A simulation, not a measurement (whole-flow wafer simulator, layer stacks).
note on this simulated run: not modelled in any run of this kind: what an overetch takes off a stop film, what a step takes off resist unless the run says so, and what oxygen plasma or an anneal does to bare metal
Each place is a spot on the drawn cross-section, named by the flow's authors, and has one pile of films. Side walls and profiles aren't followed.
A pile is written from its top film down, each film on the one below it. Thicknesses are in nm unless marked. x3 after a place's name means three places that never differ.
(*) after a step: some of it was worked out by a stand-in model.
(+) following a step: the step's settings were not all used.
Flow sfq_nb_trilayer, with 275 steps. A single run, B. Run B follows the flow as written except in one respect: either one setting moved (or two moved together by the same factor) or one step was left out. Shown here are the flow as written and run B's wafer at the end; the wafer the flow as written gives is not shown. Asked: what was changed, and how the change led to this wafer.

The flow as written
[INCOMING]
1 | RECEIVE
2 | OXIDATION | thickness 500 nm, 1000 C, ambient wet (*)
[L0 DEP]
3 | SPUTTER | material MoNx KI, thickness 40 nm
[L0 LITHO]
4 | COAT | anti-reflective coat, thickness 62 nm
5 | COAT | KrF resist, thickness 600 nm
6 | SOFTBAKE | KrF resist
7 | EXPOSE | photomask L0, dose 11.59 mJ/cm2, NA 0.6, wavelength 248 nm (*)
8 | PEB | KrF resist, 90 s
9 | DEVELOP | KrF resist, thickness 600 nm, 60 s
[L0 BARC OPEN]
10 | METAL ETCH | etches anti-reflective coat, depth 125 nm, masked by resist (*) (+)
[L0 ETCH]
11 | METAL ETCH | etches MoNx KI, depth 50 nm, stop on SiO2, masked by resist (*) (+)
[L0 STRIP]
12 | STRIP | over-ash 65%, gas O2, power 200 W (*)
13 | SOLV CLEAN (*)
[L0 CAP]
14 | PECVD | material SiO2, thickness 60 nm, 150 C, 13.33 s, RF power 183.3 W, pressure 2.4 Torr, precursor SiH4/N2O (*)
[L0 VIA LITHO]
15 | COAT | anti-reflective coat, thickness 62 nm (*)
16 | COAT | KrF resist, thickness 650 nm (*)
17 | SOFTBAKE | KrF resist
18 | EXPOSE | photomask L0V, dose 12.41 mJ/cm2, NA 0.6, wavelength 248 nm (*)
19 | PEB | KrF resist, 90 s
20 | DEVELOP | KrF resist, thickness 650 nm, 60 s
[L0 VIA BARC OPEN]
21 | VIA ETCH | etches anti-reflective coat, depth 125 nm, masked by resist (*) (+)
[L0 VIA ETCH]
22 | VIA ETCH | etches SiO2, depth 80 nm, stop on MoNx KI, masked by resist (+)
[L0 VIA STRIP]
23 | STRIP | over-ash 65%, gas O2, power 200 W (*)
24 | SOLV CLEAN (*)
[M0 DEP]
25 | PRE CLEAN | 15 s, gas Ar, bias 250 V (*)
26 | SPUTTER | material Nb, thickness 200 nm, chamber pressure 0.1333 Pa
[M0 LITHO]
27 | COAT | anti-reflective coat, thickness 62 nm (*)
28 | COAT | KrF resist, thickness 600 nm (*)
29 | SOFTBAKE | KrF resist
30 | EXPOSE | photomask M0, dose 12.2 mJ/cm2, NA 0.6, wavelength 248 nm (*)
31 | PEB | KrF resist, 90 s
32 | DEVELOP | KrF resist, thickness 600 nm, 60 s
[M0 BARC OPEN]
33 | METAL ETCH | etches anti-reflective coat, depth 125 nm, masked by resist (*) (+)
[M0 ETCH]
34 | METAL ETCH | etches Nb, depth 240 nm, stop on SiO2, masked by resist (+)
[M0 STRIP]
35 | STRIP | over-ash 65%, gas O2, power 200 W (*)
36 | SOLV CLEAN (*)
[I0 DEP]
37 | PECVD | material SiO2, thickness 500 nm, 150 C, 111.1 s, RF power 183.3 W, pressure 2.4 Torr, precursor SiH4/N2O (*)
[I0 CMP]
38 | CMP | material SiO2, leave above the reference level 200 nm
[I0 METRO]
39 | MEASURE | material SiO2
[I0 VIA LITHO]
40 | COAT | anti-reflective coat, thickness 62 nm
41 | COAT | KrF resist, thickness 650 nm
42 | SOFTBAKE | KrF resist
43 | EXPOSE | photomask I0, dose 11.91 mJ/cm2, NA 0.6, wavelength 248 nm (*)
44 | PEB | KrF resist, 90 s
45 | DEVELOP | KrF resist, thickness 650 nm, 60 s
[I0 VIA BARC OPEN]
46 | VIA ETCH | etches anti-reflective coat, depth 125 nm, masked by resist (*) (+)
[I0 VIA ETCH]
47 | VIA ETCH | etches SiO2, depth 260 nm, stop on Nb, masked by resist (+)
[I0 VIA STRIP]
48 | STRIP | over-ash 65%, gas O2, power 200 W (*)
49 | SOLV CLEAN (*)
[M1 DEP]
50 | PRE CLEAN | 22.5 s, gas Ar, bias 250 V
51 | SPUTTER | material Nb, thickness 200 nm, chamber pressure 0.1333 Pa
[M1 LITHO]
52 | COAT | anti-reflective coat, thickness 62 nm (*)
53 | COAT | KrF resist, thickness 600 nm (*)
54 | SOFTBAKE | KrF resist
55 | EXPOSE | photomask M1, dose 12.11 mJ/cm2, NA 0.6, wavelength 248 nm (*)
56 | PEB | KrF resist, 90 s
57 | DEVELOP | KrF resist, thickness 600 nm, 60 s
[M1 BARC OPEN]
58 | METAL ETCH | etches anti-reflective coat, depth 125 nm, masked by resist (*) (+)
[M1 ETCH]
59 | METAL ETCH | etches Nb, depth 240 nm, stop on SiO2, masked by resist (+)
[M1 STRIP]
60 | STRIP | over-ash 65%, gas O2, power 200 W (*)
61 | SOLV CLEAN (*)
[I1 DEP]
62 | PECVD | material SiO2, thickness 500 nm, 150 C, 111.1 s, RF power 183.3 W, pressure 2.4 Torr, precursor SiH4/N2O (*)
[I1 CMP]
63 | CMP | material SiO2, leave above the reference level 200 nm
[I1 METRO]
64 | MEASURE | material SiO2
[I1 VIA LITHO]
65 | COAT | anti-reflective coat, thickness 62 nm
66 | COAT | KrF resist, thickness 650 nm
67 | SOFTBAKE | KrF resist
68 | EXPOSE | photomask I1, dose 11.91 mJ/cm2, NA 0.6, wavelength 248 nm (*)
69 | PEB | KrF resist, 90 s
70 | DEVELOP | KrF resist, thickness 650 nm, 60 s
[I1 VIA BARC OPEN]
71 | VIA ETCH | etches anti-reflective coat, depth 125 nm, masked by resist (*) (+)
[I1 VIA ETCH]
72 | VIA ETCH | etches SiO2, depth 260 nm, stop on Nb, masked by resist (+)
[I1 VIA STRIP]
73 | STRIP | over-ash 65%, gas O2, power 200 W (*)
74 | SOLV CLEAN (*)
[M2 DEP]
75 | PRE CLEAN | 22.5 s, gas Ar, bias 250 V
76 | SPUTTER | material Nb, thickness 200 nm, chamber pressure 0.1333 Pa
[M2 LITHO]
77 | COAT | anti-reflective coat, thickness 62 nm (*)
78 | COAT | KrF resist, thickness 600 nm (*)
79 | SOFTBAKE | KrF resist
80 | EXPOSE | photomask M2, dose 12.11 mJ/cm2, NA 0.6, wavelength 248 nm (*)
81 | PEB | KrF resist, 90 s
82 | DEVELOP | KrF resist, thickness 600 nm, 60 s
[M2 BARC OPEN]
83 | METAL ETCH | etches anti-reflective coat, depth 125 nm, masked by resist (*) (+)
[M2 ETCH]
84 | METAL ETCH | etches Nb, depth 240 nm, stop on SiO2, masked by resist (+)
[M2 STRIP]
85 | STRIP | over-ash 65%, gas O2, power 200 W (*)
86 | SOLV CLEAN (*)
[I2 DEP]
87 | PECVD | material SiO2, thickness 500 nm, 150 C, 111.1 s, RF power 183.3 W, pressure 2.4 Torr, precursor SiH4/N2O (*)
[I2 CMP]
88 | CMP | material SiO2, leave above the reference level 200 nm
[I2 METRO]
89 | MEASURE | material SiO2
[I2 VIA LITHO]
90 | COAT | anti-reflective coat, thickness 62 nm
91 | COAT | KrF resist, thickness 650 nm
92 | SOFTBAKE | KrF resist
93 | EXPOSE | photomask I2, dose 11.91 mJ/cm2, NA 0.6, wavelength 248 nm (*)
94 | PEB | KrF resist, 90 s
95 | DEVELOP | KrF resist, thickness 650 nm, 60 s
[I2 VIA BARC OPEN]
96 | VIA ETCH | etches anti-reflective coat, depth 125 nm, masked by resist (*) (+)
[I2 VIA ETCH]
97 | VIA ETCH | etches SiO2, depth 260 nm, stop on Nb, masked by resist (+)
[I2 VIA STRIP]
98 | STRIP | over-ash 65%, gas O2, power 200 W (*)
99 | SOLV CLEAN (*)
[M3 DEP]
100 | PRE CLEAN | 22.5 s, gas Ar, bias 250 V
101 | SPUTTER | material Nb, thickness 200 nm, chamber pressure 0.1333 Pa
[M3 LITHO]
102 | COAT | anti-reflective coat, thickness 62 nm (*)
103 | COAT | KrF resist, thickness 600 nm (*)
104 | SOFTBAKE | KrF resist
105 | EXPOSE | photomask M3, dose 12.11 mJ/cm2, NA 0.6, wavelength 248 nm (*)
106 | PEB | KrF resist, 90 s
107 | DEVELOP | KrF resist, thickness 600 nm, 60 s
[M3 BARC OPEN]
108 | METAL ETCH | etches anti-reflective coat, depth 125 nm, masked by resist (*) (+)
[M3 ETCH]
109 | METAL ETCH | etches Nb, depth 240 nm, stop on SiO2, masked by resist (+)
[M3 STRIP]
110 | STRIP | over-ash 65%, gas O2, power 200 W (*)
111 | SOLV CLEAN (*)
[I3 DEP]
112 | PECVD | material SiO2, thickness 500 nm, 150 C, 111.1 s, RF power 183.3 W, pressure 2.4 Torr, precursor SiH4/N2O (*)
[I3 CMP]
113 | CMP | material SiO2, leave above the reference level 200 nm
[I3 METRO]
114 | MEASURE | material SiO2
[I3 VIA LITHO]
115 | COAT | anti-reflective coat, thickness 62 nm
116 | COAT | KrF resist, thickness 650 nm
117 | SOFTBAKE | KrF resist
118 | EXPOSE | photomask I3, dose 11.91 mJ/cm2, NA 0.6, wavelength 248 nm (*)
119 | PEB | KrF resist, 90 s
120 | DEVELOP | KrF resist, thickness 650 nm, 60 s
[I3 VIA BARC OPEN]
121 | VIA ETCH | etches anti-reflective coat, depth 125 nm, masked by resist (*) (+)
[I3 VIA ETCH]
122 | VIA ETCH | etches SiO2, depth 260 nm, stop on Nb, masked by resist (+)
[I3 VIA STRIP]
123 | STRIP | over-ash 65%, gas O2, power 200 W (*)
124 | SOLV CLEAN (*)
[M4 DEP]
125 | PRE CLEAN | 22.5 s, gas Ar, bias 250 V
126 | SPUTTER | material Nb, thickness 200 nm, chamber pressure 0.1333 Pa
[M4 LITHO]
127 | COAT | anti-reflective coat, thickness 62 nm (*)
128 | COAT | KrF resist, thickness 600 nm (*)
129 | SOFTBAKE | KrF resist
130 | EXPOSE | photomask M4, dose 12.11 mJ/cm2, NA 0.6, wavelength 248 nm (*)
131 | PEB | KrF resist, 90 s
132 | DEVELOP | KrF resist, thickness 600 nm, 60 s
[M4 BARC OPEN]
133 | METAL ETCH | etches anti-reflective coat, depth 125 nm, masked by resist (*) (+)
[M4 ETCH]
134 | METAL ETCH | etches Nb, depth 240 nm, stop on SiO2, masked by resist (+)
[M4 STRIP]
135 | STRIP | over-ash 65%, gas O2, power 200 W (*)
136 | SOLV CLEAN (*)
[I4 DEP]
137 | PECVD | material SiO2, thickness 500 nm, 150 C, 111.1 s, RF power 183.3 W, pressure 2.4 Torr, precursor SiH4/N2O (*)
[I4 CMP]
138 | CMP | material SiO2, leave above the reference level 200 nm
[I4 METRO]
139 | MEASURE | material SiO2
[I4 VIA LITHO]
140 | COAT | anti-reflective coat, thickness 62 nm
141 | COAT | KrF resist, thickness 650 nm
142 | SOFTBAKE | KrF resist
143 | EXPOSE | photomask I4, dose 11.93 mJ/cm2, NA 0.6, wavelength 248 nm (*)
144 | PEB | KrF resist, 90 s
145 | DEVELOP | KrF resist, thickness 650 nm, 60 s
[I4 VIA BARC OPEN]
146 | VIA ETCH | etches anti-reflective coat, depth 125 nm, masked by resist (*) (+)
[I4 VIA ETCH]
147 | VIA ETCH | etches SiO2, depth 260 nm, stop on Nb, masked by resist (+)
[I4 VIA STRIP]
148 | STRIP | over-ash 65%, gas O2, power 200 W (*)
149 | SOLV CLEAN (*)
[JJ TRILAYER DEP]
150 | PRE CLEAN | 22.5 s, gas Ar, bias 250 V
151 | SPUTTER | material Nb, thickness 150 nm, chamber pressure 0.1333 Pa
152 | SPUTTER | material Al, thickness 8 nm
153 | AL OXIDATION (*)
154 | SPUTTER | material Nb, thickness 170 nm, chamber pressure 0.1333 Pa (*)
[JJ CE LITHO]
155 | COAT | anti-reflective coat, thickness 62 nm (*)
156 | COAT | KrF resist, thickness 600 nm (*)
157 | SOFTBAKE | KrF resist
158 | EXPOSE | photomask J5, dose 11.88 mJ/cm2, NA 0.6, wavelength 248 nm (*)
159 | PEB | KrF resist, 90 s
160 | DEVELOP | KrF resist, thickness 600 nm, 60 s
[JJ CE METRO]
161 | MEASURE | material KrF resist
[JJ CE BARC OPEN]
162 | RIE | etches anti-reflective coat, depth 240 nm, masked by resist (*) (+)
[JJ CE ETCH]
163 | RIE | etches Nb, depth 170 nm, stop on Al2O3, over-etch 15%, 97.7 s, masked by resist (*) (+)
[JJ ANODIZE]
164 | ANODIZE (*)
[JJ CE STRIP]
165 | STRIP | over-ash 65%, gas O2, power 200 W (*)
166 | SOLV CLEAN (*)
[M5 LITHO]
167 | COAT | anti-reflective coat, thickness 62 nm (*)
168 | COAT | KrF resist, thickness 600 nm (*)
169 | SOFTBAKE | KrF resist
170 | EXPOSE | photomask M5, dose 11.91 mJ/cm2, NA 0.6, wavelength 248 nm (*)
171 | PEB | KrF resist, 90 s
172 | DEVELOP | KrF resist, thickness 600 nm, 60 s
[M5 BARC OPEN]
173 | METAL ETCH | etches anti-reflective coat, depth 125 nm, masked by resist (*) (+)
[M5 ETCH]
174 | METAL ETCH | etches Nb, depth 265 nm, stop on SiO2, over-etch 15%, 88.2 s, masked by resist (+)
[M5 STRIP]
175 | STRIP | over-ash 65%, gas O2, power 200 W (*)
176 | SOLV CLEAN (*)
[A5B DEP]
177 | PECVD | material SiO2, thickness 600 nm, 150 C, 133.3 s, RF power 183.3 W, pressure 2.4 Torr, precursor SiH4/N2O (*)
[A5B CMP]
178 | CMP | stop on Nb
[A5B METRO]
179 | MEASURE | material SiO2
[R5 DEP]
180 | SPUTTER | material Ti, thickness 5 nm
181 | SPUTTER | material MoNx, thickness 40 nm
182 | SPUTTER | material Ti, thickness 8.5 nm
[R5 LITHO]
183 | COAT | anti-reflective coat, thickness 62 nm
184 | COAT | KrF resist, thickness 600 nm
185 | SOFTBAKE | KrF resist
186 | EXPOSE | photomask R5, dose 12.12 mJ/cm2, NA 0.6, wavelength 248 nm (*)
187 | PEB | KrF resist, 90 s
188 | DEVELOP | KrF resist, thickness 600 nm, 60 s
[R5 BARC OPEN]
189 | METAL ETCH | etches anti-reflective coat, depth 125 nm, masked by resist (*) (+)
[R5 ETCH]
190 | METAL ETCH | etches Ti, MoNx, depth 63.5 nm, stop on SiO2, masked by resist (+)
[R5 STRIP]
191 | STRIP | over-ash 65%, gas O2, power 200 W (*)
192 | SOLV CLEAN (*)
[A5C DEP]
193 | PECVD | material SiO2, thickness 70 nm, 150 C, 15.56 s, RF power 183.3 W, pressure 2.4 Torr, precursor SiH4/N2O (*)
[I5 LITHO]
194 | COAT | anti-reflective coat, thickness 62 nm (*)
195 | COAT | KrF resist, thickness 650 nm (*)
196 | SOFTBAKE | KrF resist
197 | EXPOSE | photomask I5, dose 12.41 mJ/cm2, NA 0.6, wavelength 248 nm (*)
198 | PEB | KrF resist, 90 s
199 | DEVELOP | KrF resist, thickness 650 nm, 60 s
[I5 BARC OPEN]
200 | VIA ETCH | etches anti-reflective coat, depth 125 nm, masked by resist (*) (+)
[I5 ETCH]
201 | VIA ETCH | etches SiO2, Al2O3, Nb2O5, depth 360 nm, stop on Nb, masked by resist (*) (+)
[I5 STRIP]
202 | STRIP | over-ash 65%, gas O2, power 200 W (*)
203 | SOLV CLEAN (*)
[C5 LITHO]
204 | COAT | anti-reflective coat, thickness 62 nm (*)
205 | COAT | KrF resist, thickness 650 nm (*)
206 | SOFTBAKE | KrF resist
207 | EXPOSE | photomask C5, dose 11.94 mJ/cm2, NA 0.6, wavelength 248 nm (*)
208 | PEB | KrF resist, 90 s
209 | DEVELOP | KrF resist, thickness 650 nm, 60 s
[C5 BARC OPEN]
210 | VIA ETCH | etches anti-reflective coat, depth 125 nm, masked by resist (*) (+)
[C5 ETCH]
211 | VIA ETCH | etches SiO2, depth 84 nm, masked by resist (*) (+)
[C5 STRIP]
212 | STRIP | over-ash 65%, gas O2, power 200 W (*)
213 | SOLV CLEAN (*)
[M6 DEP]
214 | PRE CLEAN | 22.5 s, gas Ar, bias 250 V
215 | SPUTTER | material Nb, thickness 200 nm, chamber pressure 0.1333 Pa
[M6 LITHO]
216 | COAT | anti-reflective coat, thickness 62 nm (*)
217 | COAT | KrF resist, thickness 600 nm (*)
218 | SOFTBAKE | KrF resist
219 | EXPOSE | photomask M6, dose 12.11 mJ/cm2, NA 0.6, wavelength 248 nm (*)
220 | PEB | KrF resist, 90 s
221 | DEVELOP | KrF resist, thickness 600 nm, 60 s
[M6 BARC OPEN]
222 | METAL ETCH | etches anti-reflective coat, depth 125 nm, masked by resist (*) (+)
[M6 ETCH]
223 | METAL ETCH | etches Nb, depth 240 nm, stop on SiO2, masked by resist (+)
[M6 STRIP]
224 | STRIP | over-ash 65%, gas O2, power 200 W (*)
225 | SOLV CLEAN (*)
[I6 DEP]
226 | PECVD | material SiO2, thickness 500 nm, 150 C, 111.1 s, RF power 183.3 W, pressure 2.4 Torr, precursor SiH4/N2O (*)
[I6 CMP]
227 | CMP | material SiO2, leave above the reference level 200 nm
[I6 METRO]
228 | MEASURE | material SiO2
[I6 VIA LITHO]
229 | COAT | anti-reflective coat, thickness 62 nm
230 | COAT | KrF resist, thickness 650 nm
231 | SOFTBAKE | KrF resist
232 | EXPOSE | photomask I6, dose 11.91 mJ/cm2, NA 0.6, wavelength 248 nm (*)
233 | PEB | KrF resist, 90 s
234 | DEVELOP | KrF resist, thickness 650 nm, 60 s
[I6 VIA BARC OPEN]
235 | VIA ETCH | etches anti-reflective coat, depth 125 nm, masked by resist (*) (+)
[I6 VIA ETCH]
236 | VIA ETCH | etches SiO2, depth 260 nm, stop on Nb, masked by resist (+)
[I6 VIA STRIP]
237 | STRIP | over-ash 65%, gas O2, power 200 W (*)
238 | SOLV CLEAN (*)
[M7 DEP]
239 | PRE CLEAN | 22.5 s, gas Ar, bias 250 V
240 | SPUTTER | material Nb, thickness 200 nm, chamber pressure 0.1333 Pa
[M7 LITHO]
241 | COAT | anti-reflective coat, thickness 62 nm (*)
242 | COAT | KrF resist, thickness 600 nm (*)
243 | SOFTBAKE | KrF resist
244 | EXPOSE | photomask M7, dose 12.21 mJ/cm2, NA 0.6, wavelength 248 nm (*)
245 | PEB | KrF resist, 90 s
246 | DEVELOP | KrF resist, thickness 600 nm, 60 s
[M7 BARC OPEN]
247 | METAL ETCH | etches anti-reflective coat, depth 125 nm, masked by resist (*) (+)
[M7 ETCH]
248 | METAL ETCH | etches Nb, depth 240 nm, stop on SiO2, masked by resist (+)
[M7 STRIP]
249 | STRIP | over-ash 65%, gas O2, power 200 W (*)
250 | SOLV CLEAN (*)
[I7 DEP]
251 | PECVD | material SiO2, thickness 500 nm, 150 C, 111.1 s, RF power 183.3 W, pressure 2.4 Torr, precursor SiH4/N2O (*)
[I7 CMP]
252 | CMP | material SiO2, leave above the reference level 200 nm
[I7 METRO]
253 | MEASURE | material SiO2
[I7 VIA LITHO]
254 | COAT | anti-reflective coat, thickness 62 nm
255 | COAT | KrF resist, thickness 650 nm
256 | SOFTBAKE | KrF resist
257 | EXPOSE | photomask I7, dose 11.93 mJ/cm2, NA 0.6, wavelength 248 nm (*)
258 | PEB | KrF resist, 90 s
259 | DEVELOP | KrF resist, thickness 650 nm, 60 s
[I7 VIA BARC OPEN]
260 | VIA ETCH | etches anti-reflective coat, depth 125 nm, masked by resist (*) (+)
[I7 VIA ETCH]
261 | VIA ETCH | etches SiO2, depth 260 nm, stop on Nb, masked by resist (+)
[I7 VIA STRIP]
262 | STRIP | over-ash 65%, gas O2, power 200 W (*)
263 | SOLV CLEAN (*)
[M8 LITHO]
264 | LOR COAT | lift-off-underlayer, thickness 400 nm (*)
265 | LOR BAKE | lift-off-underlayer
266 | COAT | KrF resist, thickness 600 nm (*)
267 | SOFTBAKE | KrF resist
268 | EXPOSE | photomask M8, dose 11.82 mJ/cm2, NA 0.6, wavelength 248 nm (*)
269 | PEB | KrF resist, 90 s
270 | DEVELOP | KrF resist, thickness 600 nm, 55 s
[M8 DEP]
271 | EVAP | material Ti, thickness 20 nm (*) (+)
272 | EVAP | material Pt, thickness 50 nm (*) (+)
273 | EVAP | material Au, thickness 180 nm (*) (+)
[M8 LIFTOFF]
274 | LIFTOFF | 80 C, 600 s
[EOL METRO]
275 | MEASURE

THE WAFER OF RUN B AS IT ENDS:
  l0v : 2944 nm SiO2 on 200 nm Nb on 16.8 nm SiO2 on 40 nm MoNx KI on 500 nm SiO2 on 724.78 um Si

Cause: step 22, VIA ETCH: depth 38 nm was run, while the flow as written has depth 80 nm.

How this came from the change, step by step:
  22 | VIA ETCH | etches SiO2, depth 80 nm, stop on MoNx KI, masked by resist (+)
      l0v: SiO2 loses 38 (in the flow as written it would be: SiO2 loses 59.8 (all of it))
      field_l, v_sur, via_wl and 102 more: KrF resist loses 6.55 (in the flow as written it would be: KrF resist loses 13.8)
  25 | PRE CLEAN | 15 s, gas Ar, bias 250 V (*)
      l0v: SiO2 loses 5 (in the flow as written it would be: MoNx KI loses 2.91)
  26 | SPUTTER | material Nb, thickness 200 nm, chamber pressure 0.1333 Pa
      l0v: Nb gains 200 (new film) (in the flow as written it would be: Nb gains 195.7 (new film))
  27 | COAT | anti-reflective coat, thickness 62 nm (*)
      l0_sur: anti-reflective coat gains 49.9 (new film) (in the flow as written it would be: anti-reflective coat gains 47.5 (new film))
      l0v: anti-reflective coat gains 71.6 (new film) (in the flow as written it would be: anti-reflective coat gains 78 (new film))
  28 | COAT | KrF resist, thickness 600 nm (*)
      l0v: KrF resist gains 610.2 (new film) (in the flow as written it would be: KrF resist gains 622.9 (new film))
  35 | STRIP | over-ash 65%, gas O2, power 200 W (*)
      l0_sur: KrF resist loses 373.1 (all of it), anti-reflective coat loses 49.9 (all of it) (in the flow as written it would be: KrF resist loses 372 (all of it), anti-reflective coat loses 47.5 (all of it))
      l0v: KrF resist loses 392.5 (all of it), anti-reflective coat loses 71.6 (all of it) (in the flow as written it would be: KrF resist loses 405.3 (all of it), anti-reflective coat loses 78 (all of it))
  38 | CMP | material SiO2, leave above the reference level 200 nm
      l0v: SiO2 loses 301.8 (in the flow as written it would be: SiO2 loses 277.8)
Taking metal films that touch as one body, l0v has 2 bodies (between them, from the top down: SiO2 16.8); the flow as written gives 1 body.
